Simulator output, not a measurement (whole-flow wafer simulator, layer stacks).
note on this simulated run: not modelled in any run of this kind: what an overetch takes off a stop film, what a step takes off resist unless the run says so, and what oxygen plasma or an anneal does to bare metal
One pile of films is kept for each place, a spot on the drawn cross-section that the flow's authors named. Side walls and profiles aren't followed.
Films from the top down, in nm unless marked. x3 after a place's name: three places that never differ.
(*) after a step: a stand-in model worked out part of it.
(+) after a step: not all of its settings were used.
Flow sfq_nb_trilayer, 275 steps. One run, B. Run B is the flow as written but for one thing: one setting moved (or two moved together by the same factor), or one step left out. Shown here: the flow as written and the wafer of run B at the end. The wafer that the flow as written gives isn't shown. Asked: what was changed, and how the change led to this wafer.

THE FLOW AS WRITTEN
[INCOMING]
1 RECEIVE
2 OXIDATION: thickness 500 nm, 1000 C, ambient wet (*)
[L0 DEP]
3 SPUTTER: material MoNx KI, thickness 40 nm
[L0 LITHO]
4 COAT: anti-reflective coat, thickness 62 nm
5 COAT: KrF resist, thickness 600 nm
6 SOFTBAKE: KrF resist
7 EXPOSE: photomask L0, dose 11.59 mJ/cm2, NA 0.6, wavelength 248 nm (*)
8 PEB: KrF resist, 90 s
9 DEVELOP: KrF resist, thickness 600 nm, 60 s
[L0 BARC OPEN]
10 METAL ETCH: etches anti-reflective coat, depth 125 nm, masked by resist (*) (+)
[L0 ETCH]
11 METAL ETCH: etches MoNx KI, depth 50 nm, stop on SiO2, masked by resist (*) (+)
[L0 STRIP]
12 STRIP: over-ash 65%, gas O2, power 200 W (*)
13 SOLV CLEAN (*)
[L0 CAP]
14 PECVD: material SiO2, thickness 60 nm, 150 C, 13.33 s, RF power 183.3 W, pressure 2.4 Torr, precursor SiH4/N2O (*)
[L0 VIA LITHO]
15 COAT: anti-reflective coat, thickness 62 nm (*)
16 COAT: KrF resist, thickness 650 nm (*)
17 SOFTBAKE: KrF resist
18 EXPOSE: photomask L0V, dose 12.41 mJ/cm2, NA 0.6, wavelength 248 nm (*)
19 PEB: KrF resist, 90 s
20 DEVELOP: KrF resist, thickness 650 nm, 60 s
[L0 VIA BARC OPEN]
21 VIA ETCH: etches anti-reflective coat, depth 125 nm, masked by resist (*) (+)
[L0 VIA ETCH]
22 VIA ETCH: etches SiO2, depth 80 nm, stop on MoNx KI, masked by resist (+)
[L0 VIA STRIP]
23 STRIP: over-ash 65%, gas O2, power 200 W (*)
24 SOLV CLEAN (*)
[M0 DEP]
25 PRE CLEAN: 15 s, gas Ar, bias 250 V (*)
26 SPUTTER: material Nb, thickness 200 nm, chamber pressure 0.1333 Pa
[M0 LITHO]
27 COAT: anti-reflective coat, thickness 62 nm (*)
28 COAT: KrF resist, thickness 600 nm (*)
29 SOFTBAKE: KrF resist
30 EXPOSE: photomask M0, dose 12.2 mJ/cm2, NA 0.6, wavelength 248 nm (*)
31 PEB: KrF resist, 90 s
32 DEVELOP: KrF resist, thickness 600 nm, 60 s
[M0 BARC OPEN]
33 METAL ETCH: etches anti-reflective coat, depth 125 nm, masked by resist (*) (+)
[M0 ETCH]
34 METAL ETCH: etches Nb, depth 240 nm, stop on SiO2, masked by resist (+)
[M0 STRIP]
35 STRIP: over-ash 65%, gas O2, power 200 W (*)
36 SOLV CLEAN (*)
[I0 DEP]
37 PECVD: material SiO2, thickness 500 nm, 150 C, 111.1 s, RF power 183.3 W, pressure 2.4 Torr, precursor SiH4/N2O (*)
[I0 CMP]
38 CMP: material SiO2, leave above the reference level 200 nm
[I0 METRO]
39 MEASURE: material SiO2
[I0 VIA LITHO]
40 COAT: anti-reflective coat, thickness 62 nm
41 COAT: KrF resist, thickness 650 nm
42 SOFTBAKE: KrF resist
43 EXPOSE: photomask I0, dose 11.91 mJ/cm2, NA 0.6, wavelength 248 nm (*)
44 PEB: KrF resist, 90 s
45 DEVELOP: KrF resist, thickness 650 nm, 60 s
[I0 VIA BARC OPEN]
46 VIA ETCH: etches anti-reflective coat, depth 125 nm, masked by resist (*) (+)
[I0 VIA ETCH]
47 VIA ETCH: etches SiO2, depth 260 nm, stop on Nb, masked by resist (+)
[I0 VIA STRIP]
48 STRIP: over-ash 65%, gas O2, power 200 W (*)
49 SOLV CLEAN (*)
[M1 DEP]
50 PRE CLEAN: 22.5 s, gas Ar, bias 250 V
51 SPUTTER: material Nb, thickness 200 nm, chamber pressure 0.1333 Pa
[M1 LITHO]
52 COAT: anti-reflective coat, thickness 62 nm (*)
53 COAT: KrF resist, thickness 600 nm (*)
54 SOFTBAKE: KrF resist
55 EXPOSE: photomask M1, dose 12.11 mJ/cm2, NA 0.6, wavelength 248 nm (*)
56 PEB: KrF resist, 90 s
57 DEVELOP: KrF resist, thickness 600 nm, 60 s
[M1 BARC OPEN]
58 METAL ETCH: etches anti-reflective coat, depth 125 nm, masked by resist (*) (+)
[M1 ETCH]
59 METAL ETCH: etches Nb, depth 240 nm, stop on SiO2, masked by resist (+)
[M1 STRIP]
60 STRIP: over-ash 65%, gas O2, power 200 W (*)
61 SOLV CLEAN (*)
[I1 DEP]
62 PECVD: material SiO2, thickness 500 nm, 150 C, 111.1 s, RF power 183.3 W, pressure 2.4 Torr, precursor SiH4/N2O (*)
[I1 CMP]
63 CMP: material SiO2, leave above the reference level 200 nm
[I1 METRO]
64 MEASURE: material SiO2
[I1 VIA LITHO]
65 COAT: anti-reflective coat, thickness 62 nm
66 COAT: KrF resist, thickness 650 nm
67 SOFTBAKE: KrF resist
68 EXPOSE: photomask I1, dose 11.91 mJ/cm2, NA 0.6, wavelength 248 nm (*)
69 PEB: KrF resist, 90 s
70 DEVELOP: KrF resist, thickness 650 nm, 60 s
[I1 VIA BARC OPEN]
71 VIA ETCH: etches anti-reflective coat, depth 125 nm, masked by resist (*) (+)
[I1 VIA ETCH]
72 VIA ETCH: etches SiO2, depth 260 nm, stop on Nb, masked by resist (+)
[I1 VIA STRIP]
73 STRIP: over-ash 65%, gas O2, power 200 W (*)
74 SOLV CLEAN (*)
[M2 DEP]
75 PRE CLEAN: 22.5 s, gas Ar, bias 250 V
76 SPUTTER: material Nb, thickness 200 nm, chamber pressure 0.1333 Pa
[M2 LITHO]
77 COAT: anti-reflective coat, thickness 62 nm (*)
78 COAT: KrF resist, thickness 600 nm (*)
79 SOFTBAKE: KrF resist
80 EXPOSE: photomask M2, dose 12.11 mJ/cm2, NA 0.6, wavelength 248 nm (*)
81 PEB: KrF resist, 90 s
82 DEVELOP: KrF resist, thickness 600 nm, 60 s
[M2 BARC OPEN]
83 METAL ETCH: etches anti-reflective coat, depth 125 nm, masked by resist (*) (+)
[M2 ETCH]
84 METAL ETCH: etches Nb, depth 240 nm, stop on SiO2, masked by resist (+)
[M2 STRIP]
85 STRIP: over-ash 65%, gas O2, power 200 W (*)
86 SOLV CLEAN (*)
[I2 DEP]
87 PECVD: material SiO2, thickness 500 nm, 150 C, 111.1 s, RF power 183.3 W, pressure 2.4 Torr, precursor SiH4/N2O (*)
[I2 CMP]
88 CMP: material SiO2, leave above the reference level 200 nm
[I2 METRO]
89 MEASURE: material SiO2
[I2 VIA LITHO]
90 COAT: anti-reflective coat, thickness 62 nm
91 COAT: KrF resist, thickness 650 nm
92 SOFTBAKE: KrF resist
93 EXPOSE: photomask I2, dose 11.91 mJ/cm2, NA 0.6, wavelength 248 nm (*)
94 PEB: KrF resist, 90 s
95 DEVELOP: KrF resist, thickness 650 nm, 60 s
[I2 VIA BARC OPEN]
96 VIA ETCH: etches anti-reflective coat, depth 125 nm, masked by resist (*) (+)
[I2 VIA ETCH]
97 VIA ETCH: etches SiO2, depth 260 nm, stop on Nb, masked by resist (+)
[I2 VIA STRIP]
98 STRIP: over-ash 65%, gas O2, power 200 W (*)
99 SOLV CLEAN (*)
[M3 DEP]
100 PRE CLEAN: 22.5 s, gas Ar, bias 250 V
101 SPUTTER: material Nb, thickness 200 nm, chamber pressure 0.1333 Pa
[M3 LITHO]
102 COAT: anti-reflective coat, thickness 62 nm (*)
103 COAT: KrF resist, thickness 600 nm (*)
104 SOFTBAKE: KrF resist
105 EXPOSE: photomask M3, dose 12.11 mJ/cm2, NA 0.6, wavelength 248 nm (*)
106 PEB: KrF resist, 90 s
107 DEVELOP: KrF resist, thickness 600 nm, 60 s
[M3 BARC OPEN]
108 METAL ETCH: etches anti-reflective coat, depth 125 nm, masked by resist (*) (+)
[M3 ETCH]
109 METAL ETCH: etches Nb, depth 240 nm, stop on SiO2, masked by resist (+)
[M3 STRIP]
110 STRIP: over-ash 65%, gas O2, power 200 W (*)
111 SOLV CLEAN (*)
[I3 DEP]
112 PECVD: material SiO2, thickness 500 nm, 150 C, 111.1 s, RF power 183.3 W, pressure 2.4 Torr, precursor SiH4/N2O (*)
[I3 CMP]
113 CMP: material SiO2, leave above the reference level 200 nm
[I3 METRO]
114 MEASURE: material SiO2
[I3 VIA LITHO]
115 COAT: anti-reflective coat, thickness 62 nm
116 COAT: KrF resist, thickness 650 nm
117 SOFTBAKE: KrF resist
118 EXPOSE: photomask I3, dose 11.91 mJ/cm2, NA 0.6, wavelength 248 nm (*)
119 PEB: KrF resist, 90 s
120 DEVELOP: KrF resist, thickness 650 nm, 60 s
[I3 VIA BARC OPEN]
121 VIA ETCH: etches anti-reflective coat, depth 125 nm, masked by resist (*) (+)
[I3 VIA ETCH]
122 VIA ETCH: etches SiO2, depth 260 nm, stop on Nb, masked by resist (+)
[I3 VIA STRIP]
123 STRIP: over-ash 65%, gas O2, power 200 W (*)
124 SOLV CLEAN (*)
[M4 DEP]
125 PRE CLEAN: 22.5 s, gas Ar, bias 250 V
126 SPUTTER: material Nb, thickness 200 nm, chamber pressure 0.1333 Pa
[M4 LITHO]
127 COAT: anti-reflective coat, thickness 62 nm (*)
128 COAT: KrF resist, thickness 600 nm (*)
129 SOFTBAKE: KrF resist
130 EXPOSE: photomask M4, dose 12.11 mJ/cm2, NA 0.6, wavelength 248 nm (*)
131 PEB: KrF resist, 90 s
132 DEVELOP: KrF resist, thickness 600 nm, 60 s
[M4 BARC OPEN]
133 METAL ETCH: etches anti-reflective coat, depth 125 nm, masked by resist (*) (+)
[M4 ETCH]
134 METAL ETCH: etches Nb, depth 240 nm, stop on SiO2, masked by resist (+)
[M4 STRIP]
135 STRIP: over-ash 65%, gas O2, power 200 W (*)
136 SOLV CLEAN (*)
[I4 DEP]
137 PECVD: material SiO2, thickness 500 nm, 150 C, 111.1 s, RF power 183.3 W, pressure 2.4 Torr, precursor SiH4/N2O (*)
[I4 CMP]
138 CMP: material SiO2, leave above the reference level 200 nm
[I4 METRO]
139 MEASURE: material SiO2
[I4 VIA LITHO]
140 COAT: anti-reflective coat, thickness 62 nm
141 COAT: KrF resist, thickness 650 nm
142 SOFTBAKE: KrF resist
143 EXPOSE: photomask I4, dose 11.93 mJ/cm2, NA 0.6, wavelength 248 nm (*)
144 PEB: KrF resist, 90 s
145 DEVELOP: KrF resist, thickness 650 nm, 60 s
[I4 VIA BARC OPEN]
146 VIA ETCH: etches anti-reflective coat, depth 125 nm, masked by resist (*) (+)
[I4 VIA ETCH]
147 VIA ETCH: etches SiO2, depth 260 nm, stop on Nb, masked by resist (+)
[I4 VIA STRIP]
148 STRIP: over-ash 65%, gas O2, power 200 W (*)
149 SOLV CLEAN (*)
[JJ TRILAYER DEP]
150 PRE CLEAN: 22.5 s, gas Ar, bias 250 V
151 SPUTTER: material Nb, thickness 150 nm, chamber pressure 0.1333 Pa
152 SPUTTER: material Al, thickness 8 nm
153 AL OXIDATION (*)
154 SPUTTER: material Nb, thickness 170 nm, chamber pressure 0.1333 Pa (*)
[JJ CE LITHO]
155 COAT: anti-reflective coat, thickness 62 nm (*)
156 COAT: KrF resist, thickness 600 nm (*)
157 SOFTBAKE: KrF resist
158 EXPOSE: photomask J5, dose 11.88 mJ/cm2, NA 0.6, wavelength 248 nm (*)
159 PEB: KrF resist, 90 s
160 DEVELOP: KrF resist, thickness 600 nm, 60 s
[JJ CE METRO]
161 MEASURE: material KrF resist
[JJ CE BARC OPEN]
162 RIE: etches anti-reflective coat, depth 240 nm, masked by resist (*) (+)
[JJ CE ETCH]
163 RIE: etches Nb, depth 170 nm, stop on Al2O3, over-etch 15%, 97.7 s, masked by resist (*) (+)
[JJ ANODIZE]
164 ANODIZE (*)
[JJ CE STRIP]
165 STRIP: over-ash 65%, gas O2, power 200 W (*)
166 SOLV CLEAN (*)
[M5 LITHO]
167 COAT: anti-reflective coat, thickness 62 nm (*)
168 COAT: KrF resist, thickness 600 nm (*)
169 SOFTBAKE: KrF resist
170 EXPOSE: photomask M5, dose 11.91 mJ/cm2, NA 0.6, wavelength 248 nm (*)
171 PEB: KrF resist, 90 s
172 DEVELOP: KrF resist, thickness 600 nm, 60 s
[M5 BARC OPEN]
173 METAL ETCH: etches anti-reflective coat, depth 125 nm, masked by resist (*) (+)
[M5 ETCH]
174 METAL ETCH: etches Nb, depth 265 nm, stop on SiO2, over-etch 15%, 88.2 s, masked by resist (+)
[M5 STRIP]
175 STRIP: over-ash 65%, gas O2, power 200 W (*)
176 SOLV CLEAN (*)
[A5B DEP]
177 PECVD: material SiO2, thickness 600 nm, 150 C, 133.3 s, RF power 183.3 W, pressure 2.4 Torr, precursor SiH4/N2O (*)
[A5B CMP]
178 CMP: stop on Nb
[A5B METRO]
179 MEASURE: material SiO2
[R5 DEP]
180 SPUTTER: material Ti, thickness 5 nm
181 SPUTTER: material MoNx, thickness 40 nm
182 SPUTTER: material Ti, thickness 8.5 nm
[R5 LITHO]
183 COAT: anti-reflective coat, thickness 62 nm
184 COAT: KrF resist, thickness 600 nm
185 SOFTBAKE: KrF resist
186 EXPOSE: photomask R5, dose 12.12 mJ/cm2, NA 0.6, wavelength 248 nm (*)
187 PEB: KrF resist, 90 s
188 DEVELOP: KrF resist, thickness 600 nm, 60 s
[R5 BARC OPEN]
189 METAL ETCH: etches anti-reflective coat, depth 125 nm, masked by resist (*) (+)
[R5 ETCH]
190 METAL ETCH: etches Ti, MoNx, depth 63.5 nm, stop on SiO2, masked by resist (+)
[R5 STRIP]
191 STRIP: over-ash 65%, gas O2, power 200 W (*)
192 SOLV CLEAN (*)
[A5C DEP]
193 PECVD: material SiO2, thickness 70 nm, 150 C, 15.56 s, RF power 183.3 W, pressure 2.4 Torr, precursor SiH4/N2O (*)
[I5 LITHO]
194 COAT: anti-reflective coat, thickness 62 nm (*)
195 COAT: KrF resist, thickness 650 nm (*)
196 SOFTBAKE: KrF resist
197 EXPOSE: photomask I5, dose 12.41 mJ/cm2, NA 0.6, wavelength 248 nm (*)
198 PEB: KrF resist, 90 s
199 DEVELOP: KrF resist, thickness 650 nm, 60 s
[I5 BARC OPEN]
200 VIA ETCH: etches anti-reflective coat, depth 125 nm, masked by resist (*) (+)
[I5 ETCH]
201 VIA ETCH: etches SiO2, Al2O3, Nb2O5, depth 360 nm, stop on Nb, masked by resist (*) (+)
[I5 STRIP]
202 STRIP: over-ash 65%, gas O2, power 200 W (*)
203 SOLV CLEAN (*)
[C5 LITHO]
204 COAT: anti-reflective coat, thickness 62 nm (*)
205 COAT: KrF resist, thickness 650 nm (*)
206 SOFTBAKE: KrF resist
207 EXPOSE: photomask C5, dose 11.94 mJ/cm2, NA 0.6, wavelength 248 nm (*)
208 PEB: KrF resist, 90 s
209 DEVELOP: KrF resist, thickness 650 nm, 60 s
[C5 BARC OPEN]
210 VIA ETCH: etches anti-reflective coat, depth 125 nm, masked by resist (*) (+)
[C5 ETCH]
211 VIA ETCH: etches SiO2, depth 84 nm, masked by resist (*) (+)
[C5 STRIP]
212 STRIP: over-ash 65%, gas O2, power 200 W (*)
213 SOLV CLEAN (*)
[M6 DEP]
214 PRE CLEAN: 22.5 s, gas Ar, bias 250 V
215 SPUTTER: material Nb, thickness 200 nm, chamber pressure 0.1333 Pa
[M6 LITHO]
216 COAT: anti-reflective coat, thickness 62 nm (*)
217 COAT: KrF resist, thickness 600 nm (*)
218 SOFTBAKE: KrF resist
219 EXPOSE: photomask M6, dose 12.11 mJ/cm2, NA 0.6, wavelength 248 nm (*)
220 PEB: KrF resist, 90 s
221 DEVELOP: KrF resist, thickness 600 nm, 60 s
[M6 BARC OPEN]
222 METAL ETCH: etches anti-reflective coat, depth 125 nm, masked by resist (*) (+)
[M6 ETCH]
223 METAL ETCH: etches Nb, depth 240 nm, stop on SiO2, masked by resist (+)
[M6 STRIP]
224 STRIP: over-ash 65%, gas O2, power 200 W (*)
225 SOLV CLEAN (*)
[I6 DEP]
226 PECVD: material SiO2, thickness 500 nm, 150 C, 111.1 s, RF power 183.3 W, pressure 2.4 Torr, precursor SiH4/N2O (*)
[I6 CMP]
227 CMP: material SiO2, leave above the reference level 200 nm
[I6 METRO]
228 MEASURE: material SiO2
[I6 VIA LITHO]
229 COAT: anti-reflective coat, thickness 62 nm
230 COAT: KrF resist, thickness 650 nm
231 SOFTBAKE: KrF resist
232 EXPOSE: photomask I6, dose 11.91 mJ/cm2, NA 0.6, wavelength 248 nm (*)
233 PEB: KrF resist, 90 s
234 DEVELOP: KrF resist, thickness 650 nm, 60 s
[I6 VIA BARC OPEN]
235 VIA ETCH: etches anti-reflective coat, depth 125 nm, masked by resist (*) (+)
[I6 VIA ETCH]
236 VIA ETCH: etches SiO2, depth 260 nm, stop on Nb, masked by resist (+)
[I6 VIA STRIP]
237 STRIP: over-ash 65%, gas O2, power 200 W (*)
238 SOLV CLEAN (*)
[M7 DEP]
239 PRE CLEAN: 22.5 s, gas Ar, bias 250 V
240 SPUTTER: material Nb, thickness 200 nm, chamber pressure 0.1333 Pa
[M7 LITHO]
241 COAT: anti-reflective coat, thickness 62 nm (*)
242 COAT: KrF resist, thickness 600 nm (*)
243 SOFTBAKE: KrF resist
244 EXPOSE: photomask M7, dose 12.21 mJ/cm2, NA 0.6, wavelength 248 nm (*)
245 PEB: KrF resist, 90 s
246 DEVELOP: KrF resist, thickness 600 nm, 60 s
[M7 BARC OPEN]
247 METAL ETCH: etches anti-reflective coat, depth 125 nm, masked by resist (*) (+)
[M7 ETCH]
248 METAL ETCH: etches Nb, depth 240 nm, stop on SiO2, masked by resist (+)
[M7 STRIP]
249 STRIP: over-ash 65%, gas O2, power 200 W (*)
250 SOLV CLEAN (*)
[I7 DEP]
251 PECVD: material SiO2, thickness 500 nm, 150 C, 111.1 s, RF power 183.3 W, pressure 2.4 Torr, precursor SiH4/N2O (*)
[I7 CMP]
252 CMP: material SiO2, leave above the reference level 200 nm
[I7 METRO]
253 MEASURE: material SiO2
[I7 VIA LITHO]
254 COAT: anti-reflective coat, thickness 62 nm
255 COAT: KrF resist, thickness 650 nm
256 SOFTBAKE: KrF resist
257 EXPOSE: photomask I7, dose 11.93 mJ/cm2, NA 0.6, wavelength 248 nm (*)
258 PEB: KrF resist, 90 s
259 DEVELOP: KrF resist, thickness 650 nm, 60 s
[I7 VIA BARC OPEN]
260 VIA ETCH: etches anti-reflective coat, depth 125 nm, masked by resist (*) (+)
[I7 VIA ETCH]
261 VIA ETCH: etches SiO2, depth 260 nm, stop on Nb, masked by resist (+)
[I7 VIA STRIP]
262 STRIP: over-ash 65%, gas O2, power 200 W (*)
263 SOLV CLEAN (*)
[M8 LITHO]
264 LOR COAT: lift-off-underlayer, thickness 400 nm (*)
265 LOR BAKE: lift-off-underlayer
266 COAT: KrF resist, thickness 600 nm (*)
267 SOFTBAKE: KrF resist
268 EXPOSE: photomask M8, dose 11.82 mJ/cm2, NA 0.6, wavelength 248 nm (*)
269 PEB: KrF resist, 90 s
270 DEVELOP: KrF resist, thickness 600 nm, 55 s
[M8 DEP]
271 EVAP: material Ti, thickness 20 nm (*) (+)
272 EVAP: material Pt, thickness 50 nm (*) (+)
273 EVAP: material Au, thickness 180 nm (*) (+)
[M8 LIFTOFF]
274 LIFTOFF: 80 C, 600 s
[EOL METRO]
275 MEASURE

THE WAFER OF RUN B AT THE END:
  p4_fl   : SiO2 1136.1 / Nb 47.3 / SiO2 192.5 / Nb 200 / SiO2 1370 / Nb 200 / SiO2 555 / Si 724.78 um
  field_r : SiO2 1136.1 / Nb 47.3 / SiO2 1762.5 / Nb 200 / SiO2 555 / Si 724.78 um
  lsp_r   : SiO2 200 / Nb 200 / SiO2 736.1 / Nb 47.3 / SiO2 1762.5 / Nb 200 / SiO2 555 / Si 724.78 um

The cause: step 174, METAL ETCH: depth 117 nm was run, where the flow has depth 265 nm; step 174, METAL ETCH: 38.8 s was run, where the flow has 88.2 s.

How the change led to this, step by step:
  174 METAL ETCH: etches Nb, depth 265 nm, stop on SiO2, over-etch 15%, 88.2 s, masked by resist (+)
      field_l, r_sur, res and 50 more: Al2O3 -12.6 (all of it), Nb2O5 -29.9 (all of it), Nb -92 (as written it would be: Al2O3 -12.6 (all of it), Nb2O5 -29.9 (all of it), Nb -139.2 (all of it), SiO2 -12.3)
      v_sur, via_wl, via_w and 50 more: KrF resist -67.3 (as written it would be: KrF resist -152.4)
  175 STRIP: over-ash 65%, gas O2, power 200 W (*)
      l0r_line_l, l0r_line_c, l0r_space_c and 27 more: KrF resist -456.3 (all of it), anti-reflective coat -62 (all of it) (as written it would be: KrF resist -371.2 (all of it), anti-reflective coat -62 (all of it))
      wl_j_sl, wl_j_sr: KrF resist -463.1 (all of it), anti-reflective coat -83.3 (all of it) (as written it would be: KrF resist -378 (all of it), anti-reflective coat -83.3 (all of it))
      (and at 21 more places)
  177 PECVD: material SiO2, thickness 600 nm, 150 C, 133.3 s, RF power 183.3 W, pressure 2.4 Torr, precursor SiH4/N2O (*)
      field_l, p4_fl, p4_fm and 39 more: SiO2 +600 (new film) (as written it would be: SiO2 +600)
      r_sur, res, r_end, moat, field_r, lsp_l: SiO2 +600 (new film) (as written it would be: SiO2 +592.9)
      (and at 5 more places)
  178 CMP: stop on Nb
      field_l, p4_fl, p4_fm and 39 more: SiO2 -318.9 (as written it would be: SiO2 -259.3)
      r_sur, res, r_end, moat, field_r, lsp_l: SiO2 -318.9 (as written it would be: SiO2 -252.3)
      (and at 5 more places)
Counting metal films that touch as one body, p4_fl has 3 bodies (between them, from the top down: SiO2 192.5; SiO2 1370); the flow as written gives 2 bodies (between them, from the top down: SiO2 1370).
Counting metal films that touch as one body, field_r has 2 bodies (between them, from the top down: SiO2 1762.5); the flow as written gives 1 body.
Counting metal films that touch as one body, lsp_r has 3 bodies (between them, from the top down: SiO2 736.1; SiO2 1762.5); the flow as written gives 2 bodies (between them, from the top down: SiO2 2545.9).
